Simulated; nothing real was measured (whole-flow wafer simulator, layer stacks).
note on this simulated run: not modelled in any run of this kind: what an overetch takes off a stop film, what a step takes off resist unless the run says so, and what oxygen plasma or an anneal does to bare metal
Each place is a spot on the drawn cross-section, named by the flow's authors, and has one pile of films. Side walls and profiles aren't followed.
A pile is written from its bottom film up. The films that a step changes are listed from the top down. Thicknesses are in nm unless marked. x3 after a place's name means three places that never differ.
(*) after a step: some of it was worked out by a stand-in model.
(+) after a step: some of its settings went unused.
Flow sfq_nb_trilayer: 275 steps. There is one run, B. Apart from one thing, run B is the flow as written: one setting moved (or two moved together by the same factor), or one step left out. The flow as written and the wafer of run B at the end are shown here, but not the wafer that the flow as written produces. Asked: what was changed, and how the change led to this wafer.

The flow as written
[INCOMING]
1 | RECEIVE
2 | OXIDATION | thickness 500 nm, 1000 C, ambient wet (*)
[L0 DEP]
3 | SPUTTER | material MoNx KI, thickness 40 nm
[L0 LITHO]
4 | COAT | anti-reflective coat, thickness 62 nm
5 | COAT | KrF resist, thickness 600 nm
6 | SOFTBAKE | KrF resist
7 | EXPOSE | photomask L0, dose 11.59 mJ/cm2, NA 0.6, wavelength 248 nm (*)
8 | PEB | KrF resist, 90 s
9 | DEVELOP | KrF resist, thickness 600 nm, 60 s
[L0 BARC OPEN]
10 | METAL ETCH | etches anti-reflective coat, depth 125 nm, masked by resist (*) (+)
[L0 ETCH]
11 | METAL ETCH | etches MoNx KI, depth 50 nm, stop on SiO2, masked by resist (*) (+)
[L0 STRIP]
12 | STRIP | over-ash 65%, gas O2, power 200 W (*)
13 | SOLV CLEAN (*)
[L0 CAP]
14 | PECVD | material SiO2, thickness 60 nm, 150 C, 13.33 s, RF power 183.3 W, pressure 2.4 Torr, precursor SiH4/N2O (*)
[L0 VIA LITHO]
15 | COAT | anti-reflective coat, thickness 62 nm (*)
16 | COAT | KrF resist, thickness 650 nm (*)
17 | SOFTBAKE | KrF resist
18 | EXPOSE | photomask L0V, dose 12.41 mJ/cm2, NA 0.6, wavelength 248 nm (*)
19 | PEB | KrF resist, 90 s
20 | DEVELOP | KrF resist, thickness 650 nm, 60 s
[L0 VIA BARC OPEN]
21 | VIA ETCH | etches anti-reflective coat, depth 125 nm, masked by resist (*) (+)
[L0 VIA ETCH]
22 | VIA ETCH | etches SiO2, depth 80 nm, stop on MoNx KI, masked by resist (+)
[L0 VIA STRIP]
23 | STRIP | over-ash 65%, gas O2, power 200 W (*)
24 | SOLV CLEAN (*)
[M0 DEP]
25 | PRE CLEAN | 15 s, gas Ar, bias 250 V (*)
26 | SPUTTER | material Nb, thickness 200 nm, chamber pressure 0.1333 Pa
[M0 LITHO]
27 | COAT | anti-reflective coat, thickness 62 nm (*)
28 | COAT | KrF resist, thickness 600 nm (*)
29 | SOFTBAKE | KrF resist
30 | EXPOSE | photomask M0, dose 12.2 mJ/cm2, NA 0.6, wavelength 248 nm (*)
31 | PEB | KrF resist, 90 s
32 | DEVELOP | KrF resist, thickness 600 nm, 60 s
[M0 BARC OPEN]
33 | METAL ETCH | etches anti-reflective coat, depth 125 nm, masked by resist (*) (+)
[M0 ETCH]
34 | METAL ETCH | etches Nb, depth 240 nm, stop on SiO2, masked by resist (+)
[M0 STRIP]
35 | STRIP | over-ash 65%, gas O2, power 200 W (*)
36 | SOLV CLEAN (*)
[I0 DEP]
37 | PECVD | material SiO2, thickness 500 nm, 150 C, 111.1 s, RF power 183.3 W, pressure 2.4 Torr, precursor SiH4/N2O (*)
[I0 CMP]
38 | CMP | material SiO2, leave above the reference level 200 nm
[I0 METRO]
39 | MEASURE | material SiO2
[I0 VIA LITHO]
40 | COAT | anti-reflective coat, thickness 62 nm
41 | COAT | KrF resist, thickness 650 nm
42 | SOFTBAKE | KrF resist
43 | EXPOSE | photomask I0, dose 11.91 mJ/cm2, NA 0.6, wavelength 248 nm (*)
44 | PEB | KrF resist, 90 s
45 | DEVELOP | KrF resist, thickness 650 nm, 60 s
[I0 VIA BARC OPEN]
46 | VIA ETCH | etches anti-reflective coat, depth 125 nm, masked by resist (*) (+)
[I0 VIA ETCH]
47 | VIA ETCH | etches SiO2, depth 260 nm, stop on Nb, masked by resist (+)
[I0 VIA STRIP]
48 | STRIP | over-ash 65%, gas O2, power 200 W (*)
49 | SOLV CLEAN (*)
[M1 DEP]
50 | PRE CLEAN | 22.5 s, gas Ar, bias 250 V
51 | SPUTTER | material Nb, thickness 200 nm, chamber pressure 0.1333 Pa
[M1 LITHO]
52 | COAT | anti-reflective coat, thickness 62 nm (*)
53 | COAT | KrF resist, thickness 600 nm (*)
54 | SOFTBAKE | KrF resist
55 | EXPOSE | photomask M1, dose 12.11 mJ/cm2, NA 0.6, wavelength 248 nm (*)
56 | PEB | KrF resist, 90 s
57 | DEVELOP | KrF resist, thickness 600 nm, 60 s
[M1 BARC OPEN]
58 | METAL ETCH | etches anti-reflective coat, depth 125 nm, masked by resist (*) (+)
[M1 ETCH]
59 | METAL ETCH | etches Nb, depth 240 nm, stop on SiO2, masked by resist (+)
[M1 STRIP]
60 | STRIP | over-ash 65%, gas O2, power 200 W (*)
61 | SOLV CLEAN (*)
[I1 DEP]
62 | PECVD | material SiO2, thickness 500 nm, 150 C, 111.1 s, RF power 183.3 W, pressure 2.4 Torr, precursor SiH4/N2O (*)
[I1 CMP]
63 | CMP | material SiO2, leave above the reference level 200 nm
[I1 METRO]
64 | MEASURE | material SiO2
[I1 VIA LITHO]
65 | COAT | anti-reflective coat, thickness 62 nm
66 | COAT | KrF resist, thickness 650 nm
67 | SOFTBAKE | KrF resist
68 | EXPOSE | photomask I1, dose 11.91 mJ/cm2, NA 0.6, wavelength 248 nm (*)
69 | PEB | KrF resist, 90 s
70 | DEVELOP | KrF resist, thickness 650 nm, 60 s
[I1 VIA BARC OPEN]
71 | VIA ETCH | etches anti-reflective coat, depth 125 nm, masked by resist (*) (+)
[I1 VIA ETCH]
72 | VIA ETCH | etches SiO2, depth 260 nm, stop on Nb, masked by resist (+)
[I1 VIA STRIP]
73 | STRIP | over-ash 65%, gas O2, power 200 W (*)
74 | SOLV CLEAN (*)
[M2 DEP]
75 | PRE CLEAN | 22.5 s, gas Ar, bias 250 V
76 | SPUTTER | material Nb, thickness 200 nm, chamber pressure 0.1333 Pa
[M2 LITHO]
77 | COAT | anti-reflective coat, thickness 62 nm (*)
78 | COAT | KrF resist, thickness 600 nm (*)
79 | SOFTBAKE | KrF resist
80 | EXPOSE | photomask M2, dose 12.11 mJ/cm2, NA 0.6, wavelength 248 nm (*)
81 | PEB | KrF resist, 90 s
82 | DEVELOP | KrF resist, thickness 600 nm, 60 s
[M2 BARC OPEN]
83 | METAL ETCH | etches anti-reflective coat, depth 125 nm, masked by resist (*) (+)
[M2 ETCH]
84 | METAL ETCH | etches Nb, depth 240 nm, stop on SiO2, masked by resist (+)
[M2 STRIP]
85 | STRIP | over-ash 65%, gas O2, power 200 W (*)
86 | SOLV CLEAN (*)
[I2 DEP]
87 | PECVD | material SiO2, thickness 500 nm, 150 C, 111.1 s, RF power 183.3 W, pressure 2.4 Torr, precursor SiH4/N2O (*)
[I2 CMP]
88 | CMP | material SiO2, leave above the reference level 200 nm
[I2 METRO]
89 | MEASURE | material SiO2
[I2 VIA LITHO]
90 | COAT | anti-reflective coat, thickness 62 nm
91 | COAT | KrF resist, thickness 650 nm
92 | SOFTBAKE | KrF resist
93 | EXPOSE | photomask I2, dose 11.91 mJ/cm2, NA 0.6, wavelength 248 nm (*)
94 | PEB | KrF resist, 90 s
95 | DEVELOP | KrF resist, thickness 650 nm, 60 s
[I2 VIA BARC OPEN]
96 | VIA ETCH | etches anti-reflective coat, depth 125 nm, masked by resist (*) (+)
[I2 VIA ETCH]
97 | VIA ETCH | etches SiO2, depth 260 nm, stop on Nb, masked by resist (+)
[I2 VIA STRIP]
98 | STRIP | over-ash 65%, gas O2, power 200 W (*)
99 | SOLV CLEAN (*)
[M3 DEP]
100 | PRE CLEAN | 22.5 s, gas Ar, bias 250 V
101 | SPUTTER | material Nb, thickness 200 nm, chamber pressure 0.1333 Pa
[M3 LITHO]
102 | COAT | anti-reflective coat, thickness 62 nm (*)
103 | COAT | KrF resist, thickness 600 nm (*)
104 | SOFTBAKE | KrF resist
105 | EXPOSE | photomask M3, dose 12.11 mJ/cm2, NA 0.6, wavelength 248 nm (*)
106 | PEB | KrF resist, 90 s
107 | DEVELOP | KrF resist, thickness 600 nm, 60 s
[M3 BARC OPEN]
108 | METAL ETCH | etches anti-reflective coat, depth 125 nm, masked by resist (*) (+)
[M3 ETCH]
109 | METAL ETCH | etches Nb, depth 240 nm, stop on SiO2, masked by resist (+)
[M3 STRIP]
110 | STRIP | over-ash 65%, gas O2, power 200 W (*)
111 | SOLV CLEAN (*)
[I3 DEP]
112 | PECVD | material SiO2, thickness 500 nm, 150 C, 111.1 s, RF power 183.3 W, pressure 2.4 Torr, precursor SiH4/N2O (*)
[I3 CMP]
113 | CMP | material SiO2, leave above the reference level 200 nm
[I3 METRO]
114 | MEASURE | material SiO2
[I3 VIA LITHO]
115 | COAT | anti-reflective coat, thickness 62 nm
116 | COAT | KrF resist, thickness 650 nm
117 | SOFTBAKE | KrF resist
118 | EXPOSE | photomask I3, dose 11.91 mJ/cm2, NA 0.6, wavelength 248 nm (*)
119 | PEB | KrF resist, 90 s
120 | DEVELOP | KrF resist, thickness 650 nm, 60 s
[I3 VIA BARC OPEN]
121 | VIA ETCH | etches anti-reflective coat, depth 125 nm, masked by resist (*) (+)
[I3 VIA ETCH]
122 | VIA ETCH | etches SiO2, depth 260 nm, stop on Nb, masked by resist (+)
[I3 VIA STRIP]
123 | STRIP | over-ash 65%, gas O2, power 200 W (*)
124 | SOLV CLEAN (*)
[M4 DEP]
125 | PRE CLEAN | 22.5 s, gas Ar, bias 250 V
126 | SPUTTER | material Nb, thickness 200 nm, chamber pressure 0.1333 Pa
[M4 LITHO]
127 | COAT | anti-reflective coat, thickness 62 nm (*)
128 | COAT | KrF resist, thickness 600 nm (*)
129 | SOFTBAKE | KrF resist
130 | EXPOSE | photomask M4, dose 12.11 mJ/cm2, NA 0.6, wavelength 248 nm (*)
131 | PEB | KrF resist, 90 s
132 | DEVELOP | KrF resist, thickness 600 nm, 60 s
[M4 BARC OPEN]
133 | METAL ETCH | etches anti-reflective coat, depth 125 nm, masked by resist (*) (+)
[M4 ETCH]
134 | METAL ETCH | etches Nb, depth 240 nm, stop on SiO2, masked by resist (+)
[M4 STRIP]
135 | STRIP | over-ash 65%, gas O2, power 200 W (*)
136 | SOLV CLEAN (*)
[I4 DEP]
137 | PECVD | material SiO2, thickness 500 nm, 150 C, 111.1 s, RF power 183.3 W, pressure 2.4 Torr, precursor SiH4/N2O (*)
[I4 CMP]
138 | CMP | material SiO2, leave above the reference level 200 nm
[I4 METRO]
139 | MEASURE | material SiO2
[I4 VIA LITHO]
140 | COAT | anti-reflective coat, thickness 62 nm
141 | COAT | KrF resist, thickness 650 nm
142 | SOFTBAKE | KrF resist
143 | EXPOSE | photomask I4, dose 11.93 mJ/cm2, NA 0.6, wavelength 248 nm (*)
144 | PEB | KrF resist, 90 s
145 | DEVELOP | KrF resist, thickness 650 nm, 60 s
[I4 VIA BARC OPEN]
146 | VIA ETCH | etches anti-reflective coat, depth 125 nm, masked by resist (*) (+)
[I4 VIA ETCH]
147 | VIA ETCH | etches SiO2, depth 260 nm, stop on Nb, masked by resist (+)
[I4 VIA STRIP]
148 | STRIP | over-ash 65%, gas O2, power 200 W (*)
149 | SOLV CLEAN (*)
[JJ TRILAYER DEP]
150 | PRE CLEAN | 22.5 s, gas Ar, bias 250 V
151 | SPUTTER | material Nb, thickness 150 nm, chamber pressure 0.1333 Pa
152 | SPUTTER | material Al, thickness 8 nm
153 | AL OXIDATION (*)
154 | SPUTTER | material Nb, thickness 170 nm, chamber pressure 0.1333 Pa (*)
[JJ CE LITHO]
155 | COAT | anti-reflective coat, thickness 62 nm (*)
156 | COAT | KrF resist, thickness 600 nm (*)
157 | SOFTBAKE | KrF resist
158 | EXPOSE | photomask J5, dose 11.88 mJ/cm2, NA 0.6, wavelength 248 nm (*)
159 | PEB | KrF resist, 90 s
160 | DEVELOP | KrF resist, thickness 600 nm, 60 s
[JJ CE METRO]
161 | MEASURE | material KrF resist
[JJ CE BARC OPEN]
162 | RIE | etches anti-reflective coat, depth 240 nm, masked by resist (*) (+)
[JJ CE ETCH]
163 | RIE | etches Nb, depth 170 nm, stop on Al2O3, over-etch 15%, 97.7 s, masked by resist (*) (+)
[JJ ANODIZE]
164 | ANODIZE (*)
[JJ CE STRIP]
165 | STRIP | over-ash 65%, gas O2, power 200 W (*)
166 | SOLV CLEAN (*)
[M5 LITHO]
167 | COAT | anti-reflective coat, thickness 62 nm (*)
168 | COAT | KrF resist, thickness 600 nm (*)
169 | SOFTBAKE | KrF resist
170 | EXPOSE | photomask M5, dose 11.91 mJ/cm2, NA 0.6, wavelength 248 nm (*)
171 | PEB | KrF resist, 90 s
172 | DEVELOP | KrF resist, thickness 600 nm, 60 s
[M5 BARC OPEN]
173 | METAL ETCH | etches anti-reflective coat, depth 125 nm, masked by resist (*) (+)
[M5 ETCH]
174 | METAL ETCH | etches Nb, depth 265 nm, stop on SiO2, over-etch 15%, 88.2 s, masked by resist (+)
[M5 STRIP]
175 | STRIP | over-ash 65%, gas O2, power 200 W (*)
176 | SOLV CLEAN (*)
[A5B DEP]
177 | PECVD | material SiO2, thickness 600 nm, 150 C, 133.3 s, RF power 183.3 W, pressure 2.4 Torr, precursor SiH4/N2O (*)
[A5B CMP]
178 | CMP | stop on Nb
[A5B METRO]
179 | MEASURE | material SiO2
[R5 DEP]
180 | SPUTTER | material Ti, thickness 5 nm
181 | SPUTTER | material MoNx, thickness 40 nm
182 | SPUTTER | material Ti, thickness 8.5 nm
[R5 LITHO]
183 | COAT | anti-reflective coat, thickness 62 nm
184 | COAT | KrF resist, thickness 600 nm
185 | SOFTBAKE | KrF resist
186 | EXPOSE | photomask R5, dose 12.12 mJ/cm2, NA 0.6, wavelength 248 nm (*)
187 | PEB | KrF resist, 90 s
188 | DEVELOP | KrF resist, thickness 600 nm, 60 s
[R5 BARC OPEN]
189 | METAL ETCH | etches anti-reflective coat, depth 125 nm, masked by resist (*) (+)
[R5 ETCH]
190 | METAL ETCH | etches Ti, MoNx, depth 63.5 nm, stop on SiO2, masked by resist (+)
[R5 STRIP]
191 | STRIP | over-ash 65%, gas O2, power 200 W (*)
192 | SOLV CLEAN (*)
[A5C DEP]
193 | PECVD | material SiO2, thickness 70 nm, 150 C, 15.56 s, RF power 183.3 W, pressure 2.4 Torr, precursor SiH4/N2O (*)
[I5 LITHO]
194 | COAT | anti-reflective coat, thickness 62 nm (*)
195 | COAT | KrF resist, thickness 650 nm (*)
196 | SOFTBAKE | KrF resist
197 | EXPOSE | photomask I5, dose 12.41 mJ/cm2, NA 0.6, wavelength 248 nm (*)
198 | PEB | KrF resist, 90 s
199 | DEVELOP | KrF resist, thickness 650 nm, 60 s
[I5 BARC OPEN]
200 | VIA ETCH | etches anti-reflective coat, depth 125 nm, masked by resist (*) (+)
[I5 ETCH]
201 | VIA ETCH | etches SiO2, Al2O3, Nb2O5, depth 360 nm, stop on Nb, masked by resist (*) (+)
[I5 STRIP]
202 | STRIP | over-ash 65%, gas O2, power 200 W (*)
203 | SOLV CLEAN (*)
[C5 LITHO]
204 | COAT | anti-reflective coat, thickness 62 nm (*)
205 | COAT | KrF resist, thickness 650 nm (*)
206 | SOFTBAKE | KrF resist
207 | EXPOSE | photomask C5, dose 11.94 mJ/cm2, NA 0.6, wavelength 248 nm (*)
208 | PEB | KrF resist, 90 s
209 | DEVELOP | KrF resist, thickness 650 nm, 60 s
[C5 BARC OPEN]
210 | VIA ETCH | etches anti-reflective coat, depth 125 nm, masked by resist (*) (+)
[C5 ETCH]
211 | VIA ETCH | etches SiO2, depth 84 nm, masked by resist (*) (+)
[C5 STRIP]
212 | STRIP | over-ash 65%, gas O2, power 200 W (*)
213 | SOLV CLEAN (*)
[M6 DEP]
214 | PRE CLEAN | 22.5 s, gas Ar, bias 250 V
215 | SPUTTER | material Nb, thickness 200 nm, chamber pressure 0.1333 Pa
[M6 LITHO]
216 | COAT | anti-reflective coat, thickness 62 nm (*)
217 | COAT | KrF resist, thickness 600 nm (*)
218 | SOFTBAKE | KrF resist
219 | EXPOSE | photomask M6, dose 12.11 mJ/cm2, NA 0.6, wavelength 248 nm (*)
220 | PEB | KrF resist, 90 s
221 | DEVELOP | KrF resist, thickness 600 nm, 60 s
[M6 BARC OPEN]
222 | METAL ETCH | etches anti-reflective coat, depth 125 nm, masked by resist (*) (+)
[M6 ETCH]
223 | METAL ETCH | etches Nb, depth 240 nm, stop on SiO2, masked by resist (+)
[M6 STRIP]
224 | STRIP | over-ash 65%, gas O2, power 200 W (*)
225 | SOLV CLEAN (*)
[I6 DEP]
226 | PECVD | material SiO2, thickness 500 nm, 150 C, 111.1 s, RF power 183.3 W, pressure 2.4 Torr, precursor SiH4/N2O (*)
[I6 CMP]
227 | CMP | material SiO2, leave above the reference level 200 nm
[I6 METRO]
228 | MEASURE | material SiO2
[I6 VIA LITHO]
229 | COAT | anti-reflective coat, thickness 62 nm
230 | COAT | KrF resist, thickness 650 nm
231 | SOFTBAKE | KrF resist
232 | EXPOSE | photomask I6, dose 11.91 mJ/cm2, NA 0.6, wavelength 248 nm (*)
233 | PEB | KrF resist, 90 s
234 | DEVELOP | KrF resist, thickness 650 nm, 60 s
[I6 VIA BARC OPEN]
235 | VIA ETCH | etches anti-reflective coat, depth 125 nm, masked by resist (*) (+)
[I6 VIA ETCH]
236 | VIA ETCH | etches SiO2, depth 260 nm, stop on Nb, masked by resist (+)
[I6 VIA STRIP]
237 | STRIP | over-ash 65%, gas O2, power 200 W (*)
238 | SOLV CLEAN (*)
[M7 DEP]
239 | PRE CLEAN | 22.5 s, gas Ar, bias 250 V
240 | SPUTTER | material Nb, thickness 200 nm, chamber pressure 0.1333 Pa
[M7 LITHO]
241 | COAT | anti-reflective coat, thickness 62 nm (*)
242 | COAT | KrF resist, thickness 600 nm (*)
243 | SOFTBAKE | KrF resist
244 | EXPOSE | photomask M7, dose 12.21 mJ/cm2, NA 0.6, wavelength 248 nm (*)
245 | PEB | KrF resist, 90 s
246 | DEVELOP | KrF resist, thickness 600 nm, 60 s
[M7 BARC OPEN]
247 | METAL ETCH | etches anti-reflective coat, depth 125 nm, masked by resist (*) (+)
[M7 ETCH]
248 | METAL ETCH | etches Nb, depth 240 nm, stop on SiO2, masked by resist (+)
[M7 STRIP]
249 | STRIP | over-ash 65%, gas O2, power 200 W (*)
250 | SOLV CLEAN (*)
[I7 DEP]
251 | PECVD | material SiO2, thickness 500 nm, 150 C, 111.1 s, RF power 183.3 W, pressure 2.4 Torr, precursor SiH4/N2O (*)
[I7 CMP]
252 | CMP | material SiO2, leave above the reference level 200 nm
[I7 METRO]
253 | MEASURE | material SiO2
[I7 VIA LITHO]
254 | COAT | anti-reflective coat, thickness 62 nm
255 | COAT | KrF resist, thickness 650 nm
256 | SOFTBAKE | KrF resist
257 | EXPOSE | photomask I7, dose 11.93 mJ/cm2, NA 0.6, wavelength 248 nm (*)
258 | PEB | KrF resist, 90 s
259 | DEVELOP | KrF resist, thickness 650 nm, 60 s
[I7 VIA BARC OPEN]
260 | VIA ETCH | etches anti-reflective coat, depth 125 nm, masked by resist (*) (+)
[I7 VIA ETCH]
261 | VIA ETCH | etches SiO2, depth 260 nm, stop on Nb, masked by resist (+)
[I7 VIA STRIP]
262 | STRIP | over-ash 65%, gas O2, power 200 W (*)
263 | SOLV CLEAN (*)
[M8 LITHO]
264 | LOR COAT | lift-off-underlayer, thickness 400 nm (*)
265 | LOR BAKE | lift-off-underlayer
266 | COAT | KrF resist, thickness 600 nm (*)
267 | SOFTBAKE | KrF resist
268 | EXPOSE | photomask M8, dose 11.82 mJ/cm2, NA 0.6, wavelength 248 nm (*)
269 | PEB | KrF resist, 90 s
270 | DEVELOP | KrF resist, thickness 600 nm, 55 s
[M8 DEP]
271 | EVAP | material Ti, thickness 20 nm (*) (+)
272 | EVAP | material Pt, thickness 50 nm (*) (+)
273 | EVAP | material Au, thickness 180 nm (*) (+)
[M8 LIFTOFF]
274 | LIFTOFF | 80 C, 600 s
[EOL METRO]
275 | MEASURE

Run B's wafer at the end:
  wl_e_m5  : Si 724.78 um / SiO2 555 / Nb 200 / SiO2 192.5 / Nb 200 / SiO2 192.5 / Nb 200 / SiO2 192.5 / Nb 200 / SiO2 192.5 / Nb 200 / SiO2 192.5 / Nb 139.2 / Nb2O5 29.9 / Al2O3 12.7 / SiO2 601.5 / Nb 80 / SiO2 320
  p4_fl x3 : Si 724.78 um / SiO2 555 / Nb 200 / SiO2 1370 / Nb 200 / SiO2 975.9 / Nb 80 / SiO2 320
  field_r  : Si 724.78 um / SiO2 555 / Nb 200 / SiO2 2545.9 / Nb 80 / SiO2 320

The reason: step 248, METAL ETCH: depth 120 nm was run, while the flow as written has depth 240 nm.

How this came from the change, step by step:
  248 | METAL ETCH | etches Nb, depth 240 nm, stop on SiO2, masked by resist (+)
      field_l, field_r, lsp_l and 62 more: Nb loses 120 (in the flow as written it would be: Nb loses 200 (all of it))
      v_sur, via_wl, via_w and 38 more: KrF resist loses 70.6 (in the flow as written it would be: KrF resist loses 141.2)
  249 | STRIP | over-ash 65%, gas O2, power 200 W (*)
      wl_j_sl, wl_jj, wl_j_sr and 14 more: KrF resist loses 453 (all of it), anti-reflective coat loses 62 (all of it) (in the flow as written it would be: KrF resist loses 382.4 (all of it), anti-reflective coat loses 62 (all of it))
      ln_m5, lsp_m, ln_m6, lsp_r: KrF resist loses 452.5 (all of it), anti-reflective coat loses 61.8 (all of it) (in the flow as written it would be: KrF resist loses 381.9 (all of it), anti-reflective coat loses 61.8 (all of it))
      (as well as at 20 more places)
  251 | PECVD | material SiO2, thickness 500 nm, 150 C, 111.1 s, RF power 183.3 W, pressure 2.4 Torr, precursor SiH4/N2O (*)
      field_l, p4_fl x3, p4_w1 x9 and 46 more: SiO2 gains 500 (new film) (in the flow as written it would be: SiO2 gains 500)
      field_r, lsp_l: SiO2 gains 486.6 (new film) (in the flow as written it would be: SiO2 gains 477.7)
      (as well as at 4 more places)
  252 | CMP | material SiO2, leave above the reference level 200 nm
      field_l, p4_fl x3, p4_w1 x9 and 46 more: SiO2 loses 180 (in the flow as written it would be: SiO2 loses 100)
      field_r, lsp_l: SiO2 loses 166.6 (in the flow as written it would be: SiO2 loses 77.7)
      (as well as at 4 more places)
Taking metal films that touch as one body, wl_e_m5 has 7 bodies (between them, from the top down: SiO2 601.5 / Al2O3 12.7 / Nb2O5 29.9; SiO2 192.5; SiO2 192.5; SiO2 192.5; SiO2 192.5; SiO2 192.5); the flow as written gives 6 bodies (between them, from the top down: SiO2 192.5; SiO2 192.5; SiO2 192.5; SiO2 192.5; SiO2 192.5).
Taking metal films that touch as one body, p4_fl x3 has 3 bodies (between them, from the top down: SiO2 975.9; SiO2 1370); the flow as written gives 2 bodies (between them, from the top down: SiO2 1370).
Taking metal films that touch as one body, field_r has 2 bodies (between them, from the top down: SiO2 2545.9); the flow as written gives 1 body.
